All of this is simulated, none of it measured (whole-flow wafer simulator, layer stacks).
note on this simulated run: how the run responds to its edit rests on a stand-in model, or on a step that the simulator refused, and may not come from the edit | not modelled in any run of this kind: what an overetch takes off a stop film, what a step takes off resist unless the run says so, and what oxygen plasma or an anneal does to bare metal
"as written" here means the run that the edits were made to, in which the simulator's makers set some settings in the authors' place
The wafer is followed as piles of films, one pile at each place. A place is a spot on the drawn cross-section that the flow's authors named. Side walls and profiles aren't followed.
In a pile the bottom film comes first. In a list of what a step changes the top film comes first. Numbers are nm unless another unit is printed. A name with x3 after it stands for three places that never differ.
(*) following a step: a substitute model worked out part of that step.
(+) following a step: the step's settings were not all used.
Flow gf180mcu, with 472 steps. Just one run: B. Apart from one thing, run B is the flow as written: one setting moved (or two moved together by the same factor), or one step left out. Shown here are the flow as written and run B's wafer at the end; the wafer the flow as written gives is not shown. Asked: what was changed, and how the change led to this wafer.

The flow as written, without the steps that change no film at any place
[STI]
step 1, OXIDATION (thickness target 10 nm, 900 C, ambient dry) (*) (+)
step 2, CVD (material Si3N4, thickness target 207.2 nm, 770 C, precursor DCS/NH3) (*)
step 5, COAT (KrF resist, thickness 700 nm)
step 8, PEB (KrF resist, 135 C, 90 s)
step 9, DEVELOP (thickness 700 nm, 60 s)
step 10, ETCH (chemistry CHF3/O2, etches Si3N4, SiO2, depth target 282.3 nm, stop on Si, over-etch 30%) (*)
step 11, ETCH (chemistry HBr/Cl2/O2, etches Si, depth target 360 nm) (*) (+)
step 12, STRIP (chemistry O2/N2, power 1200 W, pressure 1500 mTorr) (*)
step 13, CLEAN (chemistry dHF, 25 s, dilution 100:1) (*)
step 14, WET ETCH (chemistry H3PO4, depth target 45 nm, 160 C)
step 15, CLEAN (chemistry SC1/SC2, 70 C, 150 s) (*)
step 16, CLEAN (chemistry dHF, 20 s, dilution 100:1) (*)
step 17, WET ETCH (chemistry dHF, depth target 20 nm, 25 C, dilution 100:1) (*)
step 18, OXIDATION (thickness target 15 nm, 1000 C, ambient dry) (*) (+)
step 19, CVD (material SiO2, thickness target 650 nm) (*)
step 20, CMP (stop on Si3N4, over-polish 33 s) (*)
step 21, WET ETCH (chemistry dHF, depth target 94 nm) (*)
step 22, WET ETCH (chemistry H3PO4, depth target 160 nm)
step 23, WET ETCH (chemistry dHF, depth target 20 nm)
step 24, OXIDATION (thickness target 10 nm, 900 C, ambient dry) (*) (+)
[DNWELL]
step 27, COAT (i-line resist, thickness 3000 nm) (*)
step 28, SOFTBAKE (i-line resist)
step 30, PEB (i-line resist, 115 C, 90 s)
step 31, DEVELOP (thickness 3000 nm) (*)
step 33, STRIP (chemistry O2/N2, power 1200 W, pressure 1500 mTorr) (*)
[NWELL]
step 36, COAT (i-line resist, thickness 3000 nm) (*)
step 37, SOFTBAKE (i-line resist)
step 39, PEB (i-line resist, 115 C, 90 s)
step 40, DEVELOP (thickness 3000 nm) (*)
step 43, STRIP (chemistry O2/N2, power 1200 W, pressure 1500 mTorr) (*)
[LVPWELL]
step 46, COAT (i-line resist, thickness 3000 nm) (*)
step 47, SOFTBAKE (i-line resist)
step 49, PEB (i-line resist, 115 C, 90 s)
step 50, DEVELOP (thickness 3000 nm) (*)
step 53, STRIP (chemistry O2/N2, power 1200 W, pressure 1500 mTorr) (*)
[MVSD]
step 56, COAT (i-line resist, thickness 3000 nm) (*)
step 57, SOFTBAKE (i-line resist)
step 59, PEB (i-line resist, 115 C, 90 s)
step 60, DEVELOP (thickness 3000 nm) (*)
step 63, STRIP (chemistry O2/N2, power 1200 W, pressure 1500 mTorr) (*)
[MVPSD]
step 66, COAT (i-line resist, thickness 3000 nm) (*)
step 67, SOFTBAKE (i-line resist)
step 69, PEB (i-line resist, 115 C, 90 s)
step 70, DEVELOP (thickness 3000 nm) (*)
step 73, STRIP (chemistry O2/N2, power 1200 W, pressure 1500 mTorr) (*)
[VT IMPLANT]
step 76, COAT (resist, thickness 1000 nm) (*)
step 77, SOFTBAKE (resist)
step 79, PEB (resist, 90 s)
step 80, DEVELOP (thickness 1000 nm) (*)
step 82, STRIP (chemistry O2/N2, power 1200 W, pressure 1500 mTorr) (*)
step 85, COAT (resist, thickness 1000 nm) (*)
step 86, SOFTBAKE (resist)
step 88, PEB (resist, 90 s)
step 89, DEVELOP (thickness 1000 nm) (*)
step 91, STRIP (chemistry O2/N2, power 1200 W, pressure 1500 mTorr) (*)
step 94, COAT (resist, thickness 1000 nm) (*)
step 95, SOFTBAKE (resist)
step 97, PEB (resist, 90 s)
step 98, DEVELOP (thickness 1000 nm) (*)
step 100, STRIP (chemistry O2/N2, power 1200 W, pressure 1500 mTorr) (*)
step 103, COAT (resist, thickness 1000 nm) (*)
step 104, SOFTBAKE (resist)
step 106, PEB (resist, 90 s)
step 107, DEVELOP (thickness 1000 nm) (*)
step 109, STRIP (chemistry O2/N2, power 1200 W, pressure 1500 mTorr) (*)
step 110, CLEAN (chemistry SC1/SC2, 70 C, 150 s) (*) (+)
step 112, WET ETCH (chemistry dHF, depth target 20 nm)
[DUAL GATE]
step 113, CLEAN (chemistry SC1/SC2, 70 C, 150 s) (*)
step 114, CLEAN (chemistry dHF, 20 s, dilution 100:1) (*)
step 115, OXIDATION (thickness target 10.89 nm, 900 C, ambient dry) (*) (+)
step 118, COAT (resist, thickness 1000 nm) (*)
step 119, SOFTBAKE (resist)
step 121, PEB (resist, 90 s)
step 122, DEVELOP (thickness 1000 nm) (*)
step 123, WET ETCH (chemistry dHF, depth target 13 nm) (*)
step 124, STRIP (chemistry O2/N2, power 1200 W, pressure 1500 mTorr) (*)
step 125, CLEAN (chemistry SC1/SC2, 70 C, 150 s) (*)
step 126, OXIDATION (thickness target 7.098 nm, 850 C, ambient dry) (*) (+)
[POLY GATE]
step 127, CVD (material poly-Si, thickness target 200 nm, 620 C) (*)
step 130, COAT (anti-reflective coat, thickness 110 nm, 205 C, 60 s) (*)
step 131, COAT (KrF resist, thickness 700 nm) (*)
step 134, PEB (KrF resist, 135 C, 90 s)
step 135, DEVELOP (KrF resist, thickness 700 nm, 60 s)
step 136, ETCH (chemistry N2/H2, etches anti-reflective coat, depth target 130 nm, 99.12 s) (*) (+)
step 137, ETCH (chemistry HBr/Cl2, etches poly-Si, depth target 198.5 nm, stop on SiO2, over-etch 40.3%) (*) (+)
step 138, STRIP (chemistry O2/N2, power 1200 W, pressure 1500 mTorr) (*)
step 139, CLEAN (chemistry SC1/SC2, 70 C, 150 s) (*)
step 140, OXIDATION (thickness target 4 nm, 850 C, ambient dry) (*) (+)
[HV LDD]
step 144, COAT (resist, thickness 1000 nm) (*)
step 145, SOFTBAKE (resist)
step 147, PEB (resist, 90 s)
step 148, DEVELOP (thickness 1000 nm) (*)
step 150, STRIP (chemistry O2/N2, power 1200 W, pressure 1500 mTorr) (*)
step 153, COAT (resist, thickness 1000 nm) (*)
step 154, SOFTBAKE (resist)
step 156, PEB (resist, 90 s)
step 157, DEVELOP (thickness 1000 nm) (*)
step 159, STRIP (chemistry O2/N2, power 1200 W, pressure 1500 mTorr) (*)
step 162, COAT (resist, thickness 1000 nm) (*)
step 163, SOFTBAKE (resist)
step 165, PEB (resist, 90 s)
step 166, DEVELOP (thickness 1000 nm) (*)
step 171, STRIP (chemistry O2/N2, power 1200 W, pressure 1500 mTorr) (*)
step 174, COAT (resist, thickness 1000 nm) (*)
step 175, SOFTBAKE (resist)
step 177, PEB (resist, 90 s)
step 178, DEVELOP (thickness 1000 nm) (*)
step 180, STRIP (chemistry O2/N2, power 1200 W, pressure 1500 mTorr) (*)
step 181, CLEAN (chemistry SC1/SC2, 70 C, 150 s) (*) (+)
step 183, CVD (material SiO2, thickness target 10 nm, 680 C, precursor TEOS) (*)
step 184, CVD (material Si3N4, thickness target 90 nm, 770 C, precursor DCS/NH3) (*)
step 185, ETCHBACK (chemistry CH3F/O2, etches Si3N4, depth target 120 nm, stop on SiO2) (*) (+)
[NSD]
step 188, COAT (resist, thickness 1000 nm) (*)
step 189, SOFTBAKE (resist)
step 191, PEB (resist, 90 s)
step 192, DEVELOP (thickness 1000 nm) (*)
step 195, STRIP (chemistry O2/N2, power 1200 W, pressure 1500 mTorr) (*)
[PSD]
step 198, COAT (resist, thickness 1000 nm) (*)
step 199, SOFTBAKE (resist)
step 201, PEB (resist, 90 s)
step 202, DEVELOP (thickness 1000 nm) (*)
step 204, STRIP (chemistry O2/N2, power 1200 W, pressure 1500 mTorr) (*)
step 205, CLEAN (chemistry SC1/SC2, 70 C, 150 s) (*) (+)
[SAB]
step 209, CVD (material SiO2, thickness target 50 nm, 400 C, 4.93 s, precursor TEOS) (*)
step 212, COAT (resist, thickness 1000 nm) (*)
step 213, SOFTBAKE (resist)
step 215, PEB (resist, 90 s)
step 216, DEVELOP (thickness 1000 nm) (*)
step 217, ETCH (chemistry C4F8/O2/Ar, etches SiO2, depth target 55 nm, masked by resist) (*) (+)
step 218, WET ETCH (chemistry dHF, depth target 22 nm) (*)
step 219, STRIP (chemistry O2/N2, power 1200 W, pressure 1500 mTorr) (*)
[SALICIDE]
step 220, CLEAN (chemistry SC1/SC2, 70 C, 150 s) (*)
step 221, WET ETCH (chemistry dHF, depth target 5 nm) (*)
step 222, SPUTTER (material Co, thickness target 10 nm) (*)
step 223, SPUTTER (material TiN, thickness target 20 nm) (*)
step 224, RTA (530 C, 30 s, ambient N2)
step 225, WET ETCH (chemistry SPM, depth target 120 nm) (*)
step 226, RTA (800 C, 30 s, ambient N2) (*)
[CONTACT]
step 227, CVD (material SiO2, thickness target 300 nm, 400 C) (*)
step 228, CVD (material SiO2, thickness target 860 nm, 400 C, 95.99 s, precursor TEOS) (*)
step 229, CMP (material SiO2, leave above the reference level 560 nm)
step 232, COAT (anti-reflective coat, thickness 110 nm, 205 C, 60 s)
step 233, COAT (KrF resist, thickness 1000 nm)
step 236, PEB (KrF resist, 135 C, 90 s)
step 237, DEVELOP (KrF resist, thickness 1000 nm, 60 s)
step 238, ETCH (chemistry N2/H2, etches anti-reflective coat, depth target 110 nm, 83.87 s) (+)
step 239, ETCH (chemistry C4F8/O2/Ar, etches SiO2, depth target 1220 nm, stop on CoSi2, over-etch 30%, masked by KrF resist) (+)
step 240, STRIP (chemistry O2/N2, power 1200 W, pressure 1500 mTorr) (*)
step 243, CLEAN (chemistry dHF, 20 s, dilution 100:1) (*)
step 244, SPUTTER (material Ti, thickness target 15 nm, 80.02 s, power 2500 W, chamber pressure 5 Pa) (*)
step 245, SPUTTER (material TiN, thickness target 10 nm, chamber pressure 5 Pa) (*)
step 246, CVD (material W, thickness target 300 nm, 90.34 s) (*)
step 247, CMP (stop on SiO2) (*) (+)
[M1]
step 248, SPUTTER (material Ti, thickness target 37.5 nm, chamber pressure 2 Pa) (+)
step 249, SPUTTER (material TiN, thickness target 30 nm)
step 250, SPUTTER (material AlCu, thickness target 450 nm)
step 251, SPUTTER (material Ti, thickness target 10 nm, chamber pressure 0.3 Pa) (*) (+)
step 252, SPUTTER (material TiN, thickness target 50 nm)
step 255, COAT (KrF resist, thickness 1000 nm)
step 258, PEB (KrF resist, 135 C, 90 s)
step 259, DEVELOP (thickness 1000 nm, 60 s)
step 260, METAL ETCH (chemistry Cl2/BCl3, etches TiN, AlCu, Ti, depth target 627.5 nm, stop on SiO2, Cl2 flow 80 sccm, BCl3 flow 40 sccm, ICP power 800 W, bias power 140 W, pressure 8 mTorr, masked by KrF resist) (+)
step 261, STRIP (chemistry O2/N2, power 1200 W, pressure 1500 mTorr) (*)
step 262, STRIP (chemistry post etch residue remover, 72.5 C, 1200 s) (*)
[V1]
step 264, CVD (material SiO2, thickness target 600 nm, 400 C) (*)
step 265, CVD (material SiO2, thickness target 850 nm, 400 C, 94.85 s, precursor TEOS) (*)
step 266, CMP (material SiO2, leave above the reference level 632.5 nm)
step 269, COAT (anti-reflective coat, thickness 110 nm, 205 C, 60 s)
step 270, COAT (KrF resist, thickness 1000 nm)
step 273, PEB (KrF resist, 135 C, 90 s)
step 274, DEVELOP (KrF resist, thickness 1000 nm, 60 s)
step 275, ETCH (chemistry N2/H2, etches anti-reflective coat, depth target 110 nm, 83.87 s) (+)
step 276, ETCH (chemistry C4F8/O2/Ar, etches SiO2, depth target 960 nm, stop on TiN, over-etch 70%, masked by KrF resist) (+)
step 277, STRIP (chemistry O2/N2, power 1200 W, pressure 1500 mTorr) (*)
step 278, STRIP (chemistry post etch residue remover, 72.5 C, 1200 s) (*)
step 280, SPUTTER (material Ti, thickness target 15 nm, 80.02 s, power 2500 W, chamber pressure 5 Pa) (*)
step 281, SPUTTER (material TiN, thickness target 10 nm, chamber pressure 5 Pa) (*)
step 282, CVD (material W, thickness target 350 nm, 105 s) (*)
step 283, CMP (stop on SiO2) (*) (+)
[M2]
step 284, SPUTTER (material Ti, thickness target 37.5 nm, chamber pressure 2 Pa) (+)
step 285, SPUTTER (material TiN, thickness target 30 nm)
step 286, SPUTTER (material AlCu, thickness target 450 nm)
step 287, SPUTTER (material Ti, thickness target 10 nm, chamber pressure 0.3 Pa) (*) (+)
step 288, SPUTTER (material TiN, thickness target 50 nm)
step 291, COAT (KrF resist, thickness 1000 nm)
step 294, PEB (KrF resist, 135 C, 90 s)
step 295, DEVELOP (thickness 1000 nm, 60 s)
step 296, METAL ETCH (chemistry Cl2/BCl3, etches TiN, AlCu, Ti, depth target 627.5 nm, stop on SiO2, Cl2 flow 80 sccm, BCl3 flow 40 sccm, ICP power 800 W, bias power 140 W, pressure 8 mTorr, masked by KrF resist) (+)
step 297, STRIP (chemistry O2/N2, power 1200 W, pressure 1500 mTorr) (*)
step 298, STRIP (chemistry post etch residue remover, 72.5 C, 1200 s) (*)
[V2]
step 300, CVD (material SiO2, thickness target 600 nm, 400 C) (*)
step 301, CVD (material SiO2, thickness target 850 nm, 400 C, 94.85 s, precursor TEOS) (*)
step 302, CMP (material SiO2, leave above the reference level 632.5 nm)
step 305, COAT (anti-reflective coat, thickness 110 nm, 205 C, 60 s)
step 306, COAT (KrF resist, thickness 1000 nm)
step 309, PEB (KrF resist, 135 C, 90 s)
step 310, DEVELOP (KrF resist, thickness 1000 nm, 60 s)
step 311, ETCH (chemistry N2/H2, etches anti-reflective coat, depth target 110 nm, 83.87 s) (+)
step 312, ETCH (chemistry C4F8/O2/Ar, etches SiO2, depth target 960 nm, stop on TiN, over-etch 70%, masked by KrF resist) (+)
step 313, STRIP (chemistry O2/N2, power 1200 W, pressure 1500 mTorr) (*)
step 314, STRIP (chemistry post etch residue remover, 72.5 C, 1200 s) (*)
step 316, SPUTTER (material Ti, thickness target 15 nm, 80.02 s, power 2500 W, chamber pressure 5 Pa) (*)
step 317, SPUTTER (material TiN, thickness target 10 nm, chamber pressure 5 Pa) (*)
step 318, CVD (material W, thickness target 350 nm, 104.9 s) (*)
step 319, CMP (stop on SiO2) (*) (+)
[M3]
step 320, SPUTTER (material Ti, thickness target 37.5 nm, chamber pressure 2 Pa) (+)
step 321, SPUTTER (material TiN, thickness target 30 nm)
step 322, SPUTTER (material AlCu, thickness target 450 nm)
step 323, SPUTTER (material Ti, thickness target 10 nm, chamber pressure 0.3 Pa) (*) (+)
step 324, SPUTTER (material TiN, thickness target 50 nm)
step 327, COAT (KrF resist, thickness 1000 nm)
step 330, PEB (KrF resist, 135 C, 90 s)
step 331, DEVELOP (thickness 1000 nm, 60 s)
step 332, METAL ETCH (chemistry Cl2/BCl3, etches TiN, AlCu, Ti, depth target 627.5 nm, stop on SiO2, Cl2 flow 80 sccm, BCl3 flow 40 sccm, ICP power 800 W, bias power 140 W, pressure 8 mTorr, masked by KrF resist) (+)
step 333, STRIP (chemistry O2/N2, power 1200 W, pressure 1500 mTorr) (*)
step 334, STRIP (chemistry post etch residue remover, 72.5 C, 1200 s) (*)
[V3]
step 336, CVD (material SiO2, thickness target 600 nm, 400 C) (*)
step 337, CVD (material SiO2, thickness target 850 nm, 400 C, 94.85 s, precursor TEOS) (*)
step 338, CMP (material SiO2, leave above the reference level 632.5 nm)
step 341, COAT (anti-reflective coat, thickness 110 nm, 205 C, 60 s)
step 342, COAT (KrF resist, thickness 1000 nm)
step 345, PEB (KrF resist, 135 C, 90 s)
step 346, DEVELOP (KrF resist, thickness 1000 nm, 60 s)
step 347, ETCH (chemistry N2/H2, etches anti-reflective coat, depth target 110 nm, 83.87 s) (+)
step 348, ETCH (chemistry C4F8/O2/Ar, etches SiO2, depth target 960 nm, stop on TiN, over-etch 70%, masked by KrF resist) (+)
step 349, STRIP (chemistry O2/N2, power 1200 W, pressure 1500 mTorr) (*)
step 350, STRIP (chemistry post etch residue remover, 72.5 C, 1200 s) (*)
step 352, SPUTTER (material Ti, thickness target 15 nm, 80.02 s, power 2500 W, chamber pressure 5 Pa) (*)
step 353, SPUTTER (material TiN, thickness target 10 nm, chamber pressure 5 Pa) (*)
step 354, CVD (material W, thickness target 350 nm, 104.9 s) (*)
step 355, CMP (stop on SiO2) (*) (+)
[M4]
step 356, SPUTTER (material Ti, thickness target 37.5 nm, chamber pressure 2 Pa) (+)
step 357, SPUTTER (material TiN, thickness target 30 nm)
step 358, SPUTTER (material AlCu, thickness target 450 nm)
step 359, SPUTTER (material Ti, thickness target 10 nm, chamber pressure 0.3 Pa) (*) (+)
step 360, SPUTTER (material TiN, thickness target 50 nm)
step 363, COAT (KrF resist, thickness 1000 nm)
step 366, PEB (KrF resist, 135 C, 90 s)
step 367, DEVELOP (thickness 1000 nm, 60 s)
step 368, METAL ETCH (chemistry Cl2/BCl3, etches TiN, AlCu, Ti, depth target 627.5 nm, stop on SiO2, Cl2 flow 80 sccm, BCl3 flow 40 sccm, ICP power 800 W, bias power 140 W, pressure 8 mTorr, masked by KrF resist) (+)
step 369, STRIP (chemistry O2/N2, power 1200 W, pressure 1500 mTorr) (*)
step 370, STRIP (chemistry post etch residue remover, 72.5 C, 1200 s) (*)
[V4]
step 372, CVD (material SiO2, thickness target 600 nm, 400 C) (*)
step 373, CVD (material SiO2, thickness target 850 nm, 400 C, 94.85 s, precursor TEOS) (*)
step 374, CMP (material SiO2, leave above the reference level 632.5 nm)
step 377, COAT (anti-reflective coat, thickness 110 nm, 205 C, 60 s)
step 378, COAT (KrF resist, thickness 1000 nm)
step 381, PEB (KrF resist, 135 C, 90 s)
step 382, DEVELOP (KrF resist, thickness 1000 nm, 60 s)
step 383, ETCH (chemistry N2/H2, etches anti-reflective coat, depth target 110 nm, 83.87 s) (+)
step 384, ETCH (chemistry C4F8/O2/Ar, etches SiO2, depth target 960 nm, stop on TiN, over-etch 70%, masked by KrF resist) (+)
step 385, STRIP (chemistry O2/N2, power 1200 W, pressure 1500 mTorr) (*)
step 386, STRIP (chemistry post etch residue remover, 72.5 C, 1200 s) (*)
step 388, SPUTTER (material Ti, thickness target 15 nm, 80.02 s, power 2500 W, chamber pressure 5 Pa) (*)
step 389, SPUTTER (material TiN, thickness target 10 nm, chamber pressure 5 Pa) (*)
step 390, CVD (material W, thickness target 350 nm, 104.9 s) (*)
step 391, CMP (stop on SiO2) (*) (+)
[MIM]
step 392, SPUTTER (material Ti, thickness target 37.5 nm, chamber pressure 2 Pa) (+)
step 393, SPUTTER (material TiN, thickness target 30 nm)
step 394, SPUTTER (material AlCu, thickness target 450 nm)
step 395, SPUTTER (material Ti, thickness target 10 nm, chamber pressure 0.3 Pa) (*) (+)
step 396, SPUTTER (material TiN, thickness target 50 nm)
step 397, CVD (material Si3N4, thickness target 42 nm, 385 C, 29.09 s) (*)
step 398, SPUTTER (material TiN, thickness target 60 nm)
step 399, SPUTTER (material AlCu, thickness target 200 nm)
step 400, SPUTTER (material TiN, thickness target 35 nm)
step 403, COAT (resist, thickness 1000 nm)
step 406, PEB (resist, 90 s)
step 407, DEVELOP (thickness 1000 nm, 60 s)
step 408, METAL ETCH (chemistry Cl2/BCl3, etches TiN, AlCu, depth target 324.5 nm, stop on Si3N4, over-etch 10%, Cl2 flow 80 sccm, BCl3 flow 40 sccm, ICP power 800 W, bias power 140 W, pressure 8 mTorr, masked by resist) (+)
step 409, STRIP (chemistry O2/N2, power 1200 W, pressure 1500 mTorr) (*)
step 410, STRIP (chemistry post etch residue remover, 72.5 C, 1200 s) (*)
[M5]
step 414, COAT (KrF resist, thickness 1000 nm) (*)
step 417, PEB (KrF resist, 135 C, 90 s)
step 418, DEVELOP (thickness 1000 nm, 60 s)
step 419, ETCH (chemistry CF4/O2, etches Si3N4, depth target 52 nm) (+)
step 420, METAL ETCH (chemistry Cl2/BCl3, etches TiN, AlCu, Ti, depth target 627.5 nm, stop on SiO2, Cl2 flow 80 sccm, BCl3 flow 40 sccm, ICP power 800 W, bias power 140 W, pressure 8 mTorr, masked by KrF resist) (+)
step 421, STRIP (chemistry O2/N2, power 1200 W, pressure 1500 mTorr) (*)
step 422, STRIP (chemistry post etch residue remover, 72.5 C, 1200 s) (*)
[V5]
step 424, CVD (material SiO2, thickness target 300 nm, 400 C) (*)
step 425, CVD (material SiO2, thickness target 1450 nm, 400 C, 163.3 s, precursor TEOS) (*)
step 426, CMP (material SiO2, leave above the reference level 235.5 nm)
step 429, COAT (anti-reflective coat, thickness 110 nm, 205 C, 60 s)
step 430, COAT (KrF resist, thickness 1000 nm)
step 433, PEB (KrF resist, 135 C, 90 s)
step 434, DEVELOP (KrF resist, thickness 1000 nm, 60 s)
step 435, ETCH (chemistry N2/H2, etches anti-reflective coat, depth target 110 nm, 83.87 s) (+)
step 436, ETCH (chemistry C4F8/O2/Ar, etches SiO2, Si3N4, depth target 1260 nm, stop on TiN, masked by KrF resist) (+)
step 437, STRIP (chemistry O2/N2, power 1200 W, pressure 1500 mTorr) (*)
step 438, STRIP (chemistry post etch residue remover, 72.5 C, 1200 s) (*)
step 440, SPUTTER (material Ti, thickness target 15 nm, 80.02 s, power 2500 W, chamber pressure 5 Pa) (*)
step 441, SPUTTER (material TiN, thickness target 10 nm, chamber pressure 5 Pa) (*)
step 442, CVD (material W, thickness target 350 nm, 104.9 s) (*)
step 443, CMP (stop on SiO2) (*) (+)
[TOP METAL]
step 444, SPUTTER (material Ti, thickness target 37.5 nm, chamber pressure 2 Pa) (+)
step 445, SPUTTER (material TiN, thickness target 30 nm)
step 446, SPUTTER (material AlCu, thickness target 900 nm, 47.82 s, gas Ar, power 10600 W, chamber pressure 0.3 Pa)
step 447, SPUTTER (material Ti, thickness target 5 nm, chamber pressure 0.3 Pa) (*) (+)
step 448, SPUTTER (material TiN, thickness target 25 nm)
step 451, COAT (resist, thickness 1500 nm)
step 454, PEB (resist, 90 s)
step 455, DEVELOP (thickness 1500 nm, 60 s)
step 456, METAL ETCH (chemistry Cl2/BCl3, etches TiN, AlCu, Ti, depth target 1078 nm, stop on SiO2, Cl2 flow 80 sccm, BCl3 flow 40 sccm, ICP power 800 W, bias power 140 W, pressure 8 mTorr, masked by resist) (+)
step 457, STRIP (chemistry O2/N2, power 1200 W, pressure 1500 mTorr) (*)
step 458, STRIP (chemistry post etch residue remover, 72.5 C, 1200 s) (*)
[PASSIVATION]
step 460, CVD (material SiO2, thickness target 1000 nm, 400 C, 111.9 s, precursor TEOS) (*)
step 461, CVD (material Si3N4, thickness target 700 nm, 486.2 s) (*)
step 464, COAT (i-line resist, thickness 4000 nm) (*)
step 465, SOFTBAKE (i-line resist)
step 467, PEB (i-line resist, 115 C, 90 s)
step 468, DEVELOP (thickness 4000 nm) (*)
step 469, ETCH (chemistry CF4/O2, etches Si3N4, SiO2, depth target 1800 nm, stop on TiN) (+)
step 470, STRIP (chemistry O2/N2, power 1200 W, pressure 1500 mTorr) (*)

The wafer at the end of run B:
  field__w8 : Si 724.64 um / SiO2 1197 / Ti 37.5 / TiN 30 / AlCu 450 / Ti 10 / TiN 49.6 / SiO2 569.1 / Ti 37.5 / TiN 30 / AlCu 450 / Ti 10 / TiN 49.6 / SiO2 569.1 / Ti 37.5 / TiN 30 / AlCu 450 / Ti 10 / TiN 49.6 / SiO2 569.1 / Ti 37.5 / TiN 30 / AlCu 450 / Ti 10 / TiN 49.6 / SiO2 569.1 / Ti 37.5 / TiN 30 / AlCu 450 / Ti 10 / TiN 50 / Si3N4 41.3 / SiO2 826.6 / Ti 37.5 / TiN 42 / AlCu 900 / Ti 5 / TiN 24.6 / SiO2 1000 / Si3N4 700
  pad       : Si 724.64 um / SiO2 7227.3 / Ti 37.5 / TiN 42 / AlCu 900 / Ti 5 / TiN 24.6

What caused this: step 445, SPUTTER: thickness target 42 nm was run, whereas the flow has thickness target 30 nm.
One can read it off the wafer: field__w8 has TiN 42, and step 445 as written asks for 30 nm.

The path from the change to this, step by step:
  step 445, SPUTTER (material TiN, thickness target 30 nm)
      field, field__w1, field__w2 and 109 more: +42 TiN (new film) (as written it would have been: +30 TiN (new film))
  step 456, METAL ETCH (chemistry Cl2/BCl3, etches TiN, AlCu, Ti, depth target 1078 nm, stop on SiO2, Cl2 flow 80 sccm, BCl3 flow 40 sccm, ICP power 800 W, bias power 140 W, pressure 8 mTorr, masked by resist) (+)
      field, field__w1, field__w2 and 103 more: -25 TiN (all of it), -5 Ti (all of it), -900 AlCu (all of it), -42 TiN (all of it), -37.5 Ti (all of it) (as written it would have been: -25 TiN (all of it), -5 Ti (all of it), -900 AlCu (all of it), -30 TiN (all of it), -37.5 Ti (all of it))
  step 465, SOFTBAKE (i-line resist)
      field__w5, field__w9: +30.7 i-line resist (as written it would have been: +37.3 i-line resist)
      field__w11, field__w13: +31.8 i-line resist (as written it would have been: +37.9 i-line resist)
      (also at 56 further places)
